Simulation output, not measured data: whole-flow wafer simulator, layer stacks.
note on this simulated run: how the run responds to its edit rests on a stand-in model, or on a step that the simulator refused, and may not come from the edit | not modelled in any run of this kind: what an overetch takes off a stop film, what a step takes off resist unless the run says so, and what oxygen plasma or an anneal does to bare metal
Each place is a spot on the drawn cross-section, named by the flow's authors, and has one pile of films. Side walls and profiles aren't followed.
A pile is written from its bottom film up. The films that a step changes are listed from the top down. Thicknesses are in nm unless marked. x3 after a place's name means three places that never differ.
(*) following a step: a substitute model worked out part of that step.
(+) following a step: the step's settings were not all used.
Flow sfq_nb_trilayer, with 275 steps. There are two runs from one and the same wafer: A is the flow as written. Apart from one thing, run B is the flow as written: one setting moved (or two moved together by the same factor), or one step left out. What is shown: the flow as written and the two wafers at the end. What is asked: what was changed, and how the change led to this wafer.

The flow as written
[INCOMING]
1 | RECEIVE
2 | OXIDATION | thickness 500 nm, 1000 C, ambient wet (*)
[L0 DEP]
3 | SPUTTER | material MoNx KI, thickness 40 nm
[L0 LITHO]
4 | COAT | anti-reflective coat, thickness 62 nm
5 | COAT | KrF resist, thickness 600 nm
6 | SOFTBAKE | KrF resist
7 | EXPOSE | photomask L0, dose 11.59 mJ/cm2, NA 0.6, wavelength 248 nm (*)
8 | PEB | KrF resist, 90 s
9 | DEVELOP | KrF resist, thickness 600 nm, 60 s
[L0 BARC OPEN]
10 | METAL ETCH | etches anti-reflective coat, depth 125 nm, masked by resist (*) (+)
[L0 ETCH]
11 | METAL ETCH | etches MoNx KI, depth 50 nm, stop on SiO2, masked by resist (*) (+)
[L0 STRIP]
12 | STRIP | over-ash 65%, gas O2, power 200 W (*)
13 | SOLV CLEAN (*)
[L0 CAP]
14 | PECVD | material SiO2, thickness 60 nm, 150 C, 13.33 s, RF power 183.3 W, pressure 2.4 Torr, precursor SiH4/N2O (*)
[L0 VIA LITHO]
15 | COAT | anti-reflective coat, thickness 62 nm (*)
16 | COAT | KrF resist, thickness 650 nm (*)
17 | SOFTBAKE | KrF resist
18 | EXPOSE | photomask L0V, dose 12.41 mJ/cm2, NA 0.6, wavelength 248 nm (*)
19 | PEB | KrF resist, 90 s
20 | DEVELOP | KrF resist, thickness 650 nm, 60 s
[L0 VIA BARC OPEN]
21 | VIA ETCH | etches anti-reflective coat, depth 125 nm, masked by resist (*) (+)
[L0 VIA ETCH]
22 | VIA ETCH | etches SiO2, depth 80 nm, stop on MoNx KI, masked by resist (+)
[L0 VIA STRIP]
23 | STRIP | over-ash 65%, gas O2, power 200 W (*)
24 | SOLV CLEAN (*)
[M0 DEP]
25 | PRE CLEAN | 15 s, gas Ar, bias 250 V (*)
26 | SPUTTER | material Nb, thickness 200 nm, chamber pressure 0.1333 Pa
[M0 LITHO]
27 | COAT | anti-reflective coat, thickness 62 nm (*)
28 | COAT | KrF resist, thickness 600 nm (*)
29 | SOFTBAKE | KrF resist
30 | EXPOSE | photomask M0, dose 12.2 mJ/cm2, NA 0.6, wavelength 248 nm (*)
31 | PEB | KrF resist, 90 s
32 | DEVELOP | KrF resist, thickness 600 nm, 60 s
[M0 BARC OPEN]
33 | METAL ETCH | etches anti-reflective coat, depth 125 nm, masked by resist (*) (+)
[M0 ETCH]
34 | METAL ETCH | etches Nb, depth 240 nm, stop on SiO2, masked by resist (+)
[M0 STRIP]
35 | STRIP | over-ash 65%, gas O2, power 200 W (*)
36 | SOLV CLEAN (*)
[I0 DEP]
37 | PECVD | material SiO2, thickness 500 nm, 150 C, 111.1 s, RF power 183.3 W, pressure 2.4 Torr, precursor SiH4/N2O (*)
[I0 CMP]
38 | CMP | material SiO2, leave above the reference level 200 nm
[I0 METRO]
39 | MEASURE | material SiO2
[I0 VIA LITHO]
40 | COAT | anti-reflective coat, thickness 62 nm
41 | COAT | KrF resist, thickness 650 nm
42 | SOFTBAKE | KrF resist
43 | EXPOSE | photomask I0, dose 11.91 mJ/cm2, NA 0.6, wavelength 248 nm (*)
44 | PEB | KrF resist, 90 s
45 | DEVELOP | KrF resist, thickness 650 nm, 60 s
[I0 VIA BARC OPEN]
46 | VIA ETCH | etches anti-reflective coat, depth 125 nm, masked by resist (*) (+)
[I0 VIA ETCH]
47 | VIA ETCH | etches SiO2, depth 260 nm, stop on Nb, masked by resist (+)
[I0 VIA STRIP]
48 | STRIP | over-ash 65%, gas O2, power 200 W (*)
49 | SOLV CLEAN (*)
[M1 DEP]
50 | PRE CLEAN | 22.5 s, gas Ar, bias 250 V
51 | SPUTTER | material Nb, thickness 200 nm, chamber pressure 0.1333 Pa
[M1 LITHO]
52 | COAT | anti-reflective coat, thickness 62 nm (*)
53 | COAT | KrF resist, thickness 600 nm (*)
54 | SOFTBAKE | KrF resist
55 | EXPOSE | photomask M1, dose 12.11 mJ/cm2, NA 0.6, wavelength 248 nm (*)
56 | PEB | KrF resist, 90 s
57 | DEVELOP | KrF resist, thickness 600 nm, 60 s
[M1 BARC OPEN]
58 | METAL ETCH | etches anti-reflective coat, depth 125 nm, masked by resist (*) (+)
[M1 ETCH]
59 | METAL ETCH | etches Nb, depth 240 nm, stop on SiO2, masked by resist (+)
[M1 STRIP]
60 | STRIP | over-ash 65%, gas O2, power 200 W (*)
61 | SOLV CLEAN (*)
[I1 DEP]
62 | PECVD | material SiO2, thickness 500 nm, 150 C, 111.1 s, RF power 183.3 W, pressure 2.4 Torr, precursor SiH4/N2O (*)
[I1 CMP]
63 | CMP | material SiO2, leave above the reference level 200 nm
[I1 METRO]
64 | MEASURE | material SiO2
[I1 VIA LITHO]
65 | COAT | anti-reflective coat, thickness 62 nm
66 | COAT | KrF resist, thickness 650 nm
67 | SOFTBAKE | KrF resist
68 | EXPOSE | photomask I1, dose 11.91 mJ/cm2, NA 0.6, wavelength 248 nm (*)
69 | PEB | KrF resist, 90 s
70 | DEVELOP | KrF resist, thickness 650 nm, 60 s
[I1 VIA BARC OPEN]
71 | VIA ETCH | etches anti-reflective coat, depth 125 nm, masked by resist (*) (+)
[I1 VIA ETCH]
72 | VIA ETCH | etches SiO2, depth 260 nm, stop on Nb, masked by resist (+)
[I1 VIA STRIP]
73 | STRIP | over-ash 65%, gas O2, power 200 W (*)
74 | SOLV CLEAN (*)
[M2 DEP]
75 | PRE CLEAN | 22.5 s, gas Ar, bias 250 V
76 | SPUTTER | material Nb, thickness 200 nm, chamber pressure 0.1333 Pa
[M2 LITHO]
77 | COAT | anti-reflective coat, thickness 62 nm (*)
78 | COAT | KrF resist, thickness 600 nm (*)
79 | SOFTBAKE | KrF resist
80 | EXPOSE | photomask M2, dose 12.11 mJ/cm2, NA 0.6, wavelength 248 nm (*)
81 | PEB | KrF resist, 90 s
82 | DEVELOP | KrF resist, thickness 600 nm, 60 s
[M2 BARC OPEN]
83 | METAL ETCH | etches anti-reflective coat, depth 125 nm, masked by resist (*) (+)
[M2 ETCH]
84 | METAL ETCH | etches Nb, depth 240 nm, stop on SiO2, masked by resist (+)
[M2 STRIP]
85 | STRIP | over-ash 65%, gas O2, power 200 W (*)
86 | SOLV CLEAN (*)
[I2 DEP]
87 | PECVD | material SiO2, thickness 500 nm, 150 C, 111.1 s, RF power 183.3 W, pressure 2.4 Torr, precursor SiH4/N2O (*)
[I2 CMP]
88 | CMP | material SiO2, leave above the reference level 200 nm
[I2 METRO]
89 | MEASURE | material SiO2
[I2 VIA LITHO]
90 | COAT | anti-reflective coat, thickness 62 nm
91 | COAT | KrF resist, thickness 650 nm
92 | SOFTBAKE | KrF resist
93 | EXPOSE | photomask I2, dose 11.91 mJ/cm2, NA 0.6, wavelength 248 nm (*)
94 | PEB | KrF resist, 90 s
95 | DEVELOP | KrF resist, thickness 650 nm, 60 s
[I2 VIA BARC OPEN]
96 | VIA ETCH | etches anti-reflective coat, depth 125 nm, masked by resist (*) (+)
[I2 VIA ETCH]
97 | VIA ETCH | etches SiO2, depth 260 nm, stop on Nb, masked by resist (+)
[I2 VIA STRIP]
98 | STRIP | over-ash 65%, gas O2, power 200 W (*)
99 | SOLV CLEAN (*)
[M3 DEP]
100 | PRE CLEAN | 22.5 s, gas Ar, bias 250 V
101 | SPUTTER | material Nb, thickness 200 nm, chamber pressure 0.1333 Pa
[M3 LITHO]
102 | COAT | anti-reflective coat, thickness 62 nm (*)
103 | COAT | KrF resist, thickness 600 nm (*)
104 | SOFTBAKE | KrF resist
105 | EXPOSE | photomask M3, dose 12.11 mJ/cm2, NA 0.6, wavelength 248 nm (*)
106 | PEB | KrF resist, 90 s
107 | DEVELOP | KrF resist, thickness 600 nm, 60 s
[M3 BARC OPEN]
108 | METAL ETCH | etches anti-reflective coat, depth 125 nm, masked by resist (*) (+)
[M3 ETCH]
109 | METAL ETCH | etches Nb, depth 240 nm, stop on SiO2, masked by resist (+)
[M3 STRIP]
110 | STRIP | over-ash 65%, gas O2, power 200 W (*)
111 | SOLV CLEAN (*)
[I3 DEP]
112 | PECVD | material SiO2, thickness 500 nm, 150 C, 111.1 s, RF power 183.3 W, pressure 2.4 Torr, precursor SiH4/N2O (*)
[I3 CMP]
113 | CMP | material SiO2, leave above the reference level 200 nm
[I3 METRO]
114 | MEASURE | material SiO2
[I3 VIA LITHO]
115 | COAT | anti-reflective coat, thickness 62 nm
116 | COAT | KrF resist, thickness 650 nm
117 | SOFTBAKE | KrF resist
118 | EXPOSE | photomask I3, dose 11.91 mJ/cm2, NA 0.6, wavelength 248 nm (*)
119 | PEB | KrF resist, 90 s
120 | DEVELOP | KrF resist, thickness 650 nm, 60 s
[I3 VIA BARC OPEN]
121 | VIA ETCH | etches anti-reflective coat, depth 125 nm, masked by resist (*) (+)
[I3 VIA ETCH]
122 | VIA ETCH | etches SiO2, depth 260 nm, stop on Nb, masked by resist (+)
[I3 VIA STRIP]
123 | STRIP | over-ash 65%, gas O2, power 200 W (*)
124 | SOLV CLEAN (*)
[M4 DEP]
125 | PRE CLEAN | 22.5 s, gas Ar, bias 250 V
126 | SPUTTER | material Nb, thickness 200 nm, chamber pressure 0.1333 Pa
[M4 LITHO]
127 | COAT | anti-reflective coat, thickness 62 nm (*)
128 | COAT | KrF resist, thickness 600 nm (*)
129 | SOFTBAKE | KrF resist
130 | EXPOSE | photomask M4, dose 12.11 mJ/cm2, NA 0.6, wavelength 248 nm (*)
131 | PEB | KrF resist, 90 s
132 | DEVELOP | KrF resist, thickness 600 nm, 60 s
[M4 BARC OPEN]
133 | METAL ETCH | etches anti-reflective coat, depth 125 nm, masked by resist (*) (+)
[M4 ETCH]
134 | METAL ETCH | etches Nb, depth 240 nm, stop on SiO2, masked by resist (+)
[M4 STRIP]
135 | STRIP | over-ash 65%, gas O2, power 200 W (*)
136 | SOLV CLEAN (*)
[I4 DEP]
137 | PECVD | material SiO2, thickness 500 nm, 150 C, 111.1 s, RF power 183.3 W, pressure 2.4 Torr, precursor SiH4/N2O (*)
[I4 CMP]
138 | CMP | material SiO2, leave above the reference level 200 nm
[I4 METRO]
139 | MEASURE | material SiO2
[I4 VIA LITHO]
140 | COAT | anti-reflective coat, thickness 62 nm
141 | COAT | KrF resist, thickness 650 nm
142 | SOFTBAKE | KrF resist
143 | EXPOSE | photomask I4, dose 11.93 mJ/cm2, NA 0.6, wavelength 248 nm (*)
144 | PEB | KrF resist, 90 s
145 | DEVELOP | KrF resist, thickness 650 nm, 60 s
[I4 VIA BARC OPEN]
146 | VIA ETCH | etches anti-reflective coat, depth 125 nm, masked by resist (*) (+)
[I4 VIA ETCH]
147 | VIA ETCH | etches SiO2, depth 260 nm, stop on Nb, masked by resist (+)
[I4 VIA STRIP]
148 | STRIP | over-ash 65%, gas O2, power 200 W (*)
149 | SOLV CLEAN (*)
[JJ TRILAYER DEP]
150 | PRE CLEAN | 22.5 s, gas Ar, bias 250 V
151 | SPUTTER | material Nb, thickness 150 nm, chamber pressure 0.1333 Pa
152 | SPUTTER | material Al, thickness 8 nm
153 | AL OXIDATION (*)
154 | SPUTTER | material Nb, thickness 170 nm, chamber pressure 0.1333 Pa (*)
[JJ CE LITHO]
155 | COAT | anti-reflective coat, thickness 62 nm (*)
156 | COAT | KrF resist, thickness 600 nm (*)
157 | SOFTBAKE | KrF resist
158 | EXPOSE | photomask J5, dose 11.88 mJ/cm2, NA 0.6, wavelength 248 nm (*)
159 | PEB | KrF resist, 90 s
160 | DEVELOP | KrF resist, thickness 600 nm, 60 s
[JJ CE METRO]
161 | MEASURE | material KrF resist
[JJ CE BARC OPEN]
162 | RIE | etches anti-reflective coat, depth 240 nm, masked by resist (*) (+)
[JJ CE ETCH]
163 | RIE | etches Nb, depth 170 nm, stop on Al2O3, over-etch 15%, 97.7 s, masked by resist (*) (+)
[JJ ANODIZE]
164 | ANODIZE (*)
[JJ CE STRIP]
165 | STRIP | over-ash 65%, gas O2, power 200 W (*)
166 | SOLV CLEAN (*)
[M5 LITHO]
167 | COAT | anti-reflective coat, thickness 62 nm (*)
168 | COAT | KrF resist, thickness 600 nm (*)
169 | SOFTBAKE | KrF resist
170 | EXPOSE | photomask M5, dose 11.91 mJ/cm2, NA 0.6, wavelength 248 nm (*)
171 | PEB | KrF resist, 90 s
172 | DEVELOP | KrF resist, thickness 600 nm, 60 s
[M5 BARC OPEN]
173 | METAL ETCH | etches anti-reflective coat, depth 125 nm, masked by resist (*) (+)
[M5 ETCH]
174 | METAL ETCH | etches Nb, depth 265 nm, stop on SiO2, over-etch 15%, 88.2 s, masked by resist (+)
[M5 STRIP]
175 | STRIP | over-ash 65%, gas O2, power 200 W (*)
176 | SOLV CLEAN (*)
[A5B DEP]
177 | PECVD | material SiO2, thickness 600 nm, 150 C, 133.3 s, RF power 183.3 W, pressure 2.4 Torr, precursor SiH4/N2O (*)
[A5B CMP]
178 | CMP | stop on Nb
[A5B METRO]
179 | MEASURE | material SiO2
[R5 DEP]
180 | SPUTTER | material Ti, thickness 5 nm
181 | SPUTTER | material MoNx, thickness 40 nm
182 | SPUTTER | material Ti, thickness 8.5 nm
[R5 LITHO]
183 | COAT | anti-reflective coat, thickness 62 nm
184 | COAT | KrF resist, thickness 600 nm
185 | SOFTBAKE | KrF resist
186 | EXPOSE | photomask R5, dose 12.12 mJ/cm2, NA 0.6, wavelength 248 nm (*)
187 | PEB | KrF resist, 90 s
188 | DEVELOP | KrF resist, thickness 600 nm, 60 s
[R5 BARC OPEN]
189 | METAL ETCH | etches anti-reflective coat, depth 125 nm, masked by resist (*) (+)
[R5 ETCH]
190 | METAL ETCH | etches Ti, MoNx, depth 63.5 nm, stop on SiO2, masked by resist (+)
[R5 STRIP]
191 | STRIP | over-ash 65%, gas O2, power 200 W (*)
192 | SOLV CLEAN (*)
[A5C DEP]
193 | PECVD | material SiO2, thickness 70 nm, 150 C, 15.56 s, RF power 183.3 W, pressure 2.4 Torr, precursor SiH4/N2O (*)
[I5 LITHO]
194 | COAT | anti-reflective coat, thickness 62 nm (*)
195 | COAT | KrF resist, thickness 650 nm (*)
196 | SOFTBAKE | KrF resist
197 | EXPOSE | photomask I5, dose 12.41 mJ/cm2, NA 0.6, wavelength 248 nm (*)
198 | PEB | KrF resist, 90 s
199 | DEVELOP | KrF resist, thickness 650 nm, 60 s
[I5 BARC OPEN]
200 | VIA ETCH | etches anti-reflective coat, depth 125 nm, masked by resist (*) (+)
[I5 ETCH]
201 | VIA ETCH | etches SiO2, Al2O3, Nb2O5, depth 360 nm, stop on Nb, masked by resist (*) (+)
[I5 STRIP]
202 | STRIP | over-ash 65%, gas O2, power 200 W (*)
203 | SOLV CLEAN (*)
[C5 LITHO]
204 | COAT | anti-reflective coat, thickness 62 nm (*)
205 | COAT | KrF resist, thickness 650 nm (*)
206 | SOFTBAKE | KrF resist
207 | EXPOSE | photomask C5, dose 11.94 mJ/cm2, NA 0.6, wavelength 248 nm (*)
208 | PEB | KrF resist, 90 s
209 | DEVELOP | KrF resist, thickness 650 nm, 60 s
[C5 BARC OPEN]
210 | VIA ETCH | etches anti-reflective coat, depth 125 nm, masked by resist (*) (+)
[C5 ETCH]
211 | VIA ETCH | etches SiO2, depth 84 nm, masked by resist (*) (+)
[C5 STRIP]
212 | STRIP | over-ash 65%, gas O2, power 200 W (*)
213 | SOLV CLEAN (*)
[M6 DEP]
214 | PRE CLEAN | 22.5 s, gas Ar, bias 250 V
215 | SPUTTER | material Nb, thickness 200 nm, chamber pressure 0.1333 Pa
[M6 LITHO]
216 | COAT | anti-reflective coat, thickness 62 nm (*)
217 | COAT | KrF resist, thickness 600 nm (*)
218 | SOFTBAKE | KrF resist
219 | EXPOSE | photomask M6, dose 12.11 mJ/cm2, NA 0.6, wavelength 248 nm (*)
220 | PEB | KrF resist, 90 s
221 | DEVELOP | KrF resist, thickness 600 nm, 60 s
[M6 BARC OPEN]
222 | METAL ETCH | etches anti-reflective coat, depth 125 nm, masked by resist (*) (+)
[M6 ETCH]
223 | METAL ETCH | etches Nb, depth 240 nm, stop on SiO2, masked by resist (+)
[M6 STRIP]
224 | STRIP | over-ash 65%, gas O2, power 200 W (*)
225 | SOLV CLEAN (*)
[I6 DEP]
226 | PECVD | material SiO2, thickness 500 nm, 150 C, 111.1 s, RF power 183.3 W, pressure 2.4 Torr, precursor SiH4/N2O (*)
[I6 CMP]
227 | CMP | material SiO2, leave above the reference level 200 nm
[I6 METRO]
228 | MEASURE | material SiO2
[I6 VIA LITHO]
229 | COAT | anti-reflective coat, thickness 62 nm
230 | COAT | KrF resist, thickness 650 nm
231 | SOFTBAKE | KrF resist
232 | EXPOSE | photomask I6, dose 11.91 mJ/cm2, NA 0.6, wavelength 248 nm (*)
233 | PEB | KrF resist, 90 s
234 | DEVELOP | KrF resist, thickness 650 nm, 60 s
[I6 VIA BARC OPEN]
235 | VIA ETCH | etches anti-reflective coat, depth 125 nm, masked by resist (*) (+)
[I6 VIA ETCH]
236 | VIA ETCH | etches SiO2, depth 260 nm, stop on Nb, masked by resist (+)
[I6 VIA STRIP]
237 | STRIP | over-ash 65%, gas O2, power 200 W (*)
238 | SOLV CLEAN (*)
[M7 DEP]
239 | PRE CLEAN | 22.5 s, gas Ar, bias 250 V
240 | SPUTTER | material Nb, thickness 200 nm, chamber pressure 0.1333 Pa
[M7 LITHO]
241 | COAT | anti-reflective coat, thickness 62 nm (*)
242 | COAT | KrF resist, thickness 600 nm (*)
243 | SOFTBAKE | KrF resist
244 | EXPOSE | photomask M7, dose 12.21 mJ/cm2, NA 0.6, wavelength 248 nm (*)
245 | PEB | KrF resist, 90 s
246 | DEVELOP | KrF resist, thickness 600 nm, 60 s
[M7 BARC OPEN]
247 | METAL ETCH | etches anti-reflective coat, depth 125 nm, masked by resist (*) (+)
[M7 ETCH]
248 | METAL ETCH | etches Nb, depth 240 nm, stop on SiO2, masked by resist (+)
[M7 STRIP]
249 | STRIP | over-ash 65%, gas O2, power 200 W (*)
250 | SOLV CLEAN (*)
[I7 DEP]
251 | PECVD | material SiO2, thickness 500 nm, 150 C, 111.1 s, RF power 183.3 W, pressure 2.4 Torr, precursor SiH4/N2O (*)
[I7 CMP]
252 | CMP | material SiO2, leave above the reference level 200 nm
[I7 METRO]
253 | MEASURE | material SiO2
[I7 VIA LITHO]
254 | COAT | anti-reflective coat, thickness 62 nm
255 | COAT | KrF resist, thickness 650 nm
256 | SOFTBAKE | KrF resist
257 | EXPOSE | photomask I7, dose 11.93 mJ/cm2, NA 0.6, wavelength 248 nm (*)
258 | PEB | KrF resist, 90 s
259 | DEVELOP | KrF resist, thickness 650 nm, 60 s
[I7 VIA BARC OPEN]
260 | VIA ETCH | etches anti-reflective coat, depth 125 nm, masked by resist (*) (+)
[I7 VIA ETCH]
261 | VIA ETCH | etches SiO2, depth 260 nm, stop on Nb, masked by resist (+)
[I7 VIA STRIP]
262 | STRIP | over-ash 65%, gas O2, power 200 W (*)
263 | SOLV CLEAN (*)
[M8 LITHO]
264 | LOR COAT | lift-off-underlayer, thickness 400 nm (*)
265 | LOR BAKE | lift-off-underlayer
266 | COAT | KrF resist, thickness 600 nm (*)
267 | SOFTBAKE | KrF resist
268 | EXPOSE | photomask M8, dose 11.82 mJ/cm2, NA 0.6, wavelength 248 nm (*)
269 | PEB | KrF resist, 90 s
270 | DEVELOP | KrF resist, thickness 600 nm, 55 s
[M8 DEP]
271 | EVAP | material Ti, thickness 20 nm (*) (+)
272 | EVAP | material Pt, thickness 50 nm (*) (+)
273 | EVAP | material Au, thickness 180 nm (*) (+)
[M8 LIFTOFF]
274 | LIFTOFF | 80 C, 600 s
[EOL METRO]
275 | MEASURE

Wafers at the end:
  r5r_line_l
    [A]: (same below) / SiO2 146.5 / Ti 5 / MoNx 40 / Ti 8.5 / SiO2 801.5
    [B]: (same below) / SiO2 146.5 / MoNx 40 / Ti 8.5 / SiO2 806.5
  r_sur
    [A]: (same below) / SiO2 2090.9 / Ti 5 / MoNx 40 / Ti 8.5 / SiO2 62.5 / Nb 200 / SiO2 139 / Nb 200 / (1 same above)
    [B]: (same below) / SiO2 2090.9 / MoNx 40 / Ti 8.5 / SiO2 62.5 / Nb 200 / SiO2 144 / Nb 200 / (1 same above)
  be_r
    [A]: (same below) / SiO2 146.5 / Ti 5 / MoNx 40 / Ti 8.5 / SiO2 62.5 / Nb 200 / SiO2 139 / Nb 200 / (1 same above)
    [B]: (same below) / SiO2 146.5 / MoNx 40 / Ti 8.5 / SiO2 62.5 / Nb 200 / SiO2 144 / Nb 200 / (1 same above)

Cause: step 180, SPUTTER: material Ti, thickness 5 nm, was not run.

Step by step, how the change led to this:
  190 | METAL ETCH | etches Ti, MoNx, depth 63.5 nm, stop on SiO2, masked by resist (+)
      field_l, v_sur, via_wl and 92 more: A Ti loses 8.5 (all of it), MoNx loses 40 (all of it), Ti loses 5 (all of it) | B Ti loses 8.5 (all of it), MoNx loses 40 (all of it)
      ce_l, c5j, ce_r, wl_jj: A Ti loses 8.5 (all of it), MoNx loses 40 (all of it), Ti loses 5 (all of it), Nb loses 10 | B Ti loses 8.5 (all of it), MoNx loses 40 (all of it), Nb loses 15
  194 | COAT | anti-reflective coat, thickness 62 nm (*)
      r5r_spacepad_l, r5r_spacepad_r: A anti-reflective coat gains 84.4 (new film) | B anti-reflective coat gains 82.2 (new film)
      ce_l: A anti-reflective coat gains 67.2 (new film) | B anti-reflective coat gains 69.4 (new film)
      (as well as at 5 more places)
  202 | STRIP | over-ash 65%, gas O2, power 200 W (*)
      r5r_spacepad_l, r5r_spacepad_r: A KrF resist loses 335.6 (all of it), anti-reflective coat loses 84.4 (all of it) | B KrF resist loses 335.4 (all of it), anti-reflective coat loses 82.2 (all of it)
      ce_l: A KrF resist loses 341.5 (all of it), anti-reflective coat loses 67.2 (all of it) | B KrF resist loses 342.8 (all of it), anti-reflective coat loses 69.4 (all of it)
      (as well as at 5 more places)
  204 | COAT | anti-reflective coat, thickness 62 nm (*)
      r5r_spacepad_l, r5r_spacepad_r: A anti-reflective coat gains 84.4 (new film) | B anti-reflective coat gains 82.2 (new film)
      ce_l: A anti-reflective coat gains 66 (new film) | B anti-reflective coat gains 68.2 (new film)
      (as well as at 4 more places)
  210 | VIA ETCH | etches anti-reflective coat, depth 125 nm, masked by resist (*) (+)
      c5j: A anti-reflective coat loses 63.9 (all of it), SiO2 loses 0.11 | B anti-reflective coat loses 65.3 (all of it), SiO2 loses 0.1
  212 | STRIP | over-ash 65%, gas O2, power 200 W (*)
      r5r_spacepad_l, r5r_spacepad_r: A KrF resist loses 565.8 (all of it), anti-reflective coat loses 84.4 (all of it) | B KrF resist loses 565.2 (all of it), anti-reflective coat loses 82.2 (all of it)
      ce_l: A KrF resist loses 567.4 (all of it), anti-reflective coat loses 66 (all of it) | B KrF resist loses 568.4 (all of it), anti-reflective coat loses 68.2 (all of it)
      (as well as at 3 more places)
  216 | COAT | anti-reflective coat, thickness 62 nm (*)
      r5r_spacepad_l, r5r_spacepad_r: A anti-reflective coat gains 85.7 (new film) | B anti-reflective coat gains 83.3 (new film)
      ce_l: A anti-reflective coat gains 48 (new film) | B anti-reflective coat gains 49.6 (new film)
      (as well as at 3 more places)
  222 | METAL ETCH | etches anti-reflective coat, depth 125 nm, masked by resist (*) (+)
      r5r_spacepad_l, r5r_spacepad_r: A anti-reflective coat loses 85.7 (all of it) | B anti-reflective coat loses 83.3 (all of it)
  224 | STRIP | over-ash 65%, gas O2, power 200 W (*)
      ce_l: A KrF resist loses 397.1 (all of it), anti-reflective coat loses 48 (all of it) | B KrF resist loses 399 (all of it), anti-reflective coat loses 49.6 (all of it)
      ce_r: A KrF resist loses 403.5 (all of it), anti-reflective coat loses 48.8 (all of it) | B KrF resist loses 404.9 (all of it), anti-reflective coat loses 50.3 (all of it)
      (as well as at 2 more places)
  227 | CMP | material SiO2, leave above the reference level 200 nm
      r5r_line_l, r5r_line_c, r5r_line_r: A SiO2 loses 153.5 | B SiO2 loses 148.5
      r5r_spacepad_l, r5r_spacepad_r: A SiO2 loses 153.5 | B SiO2 loses 146
      (as well as at 1 more place)
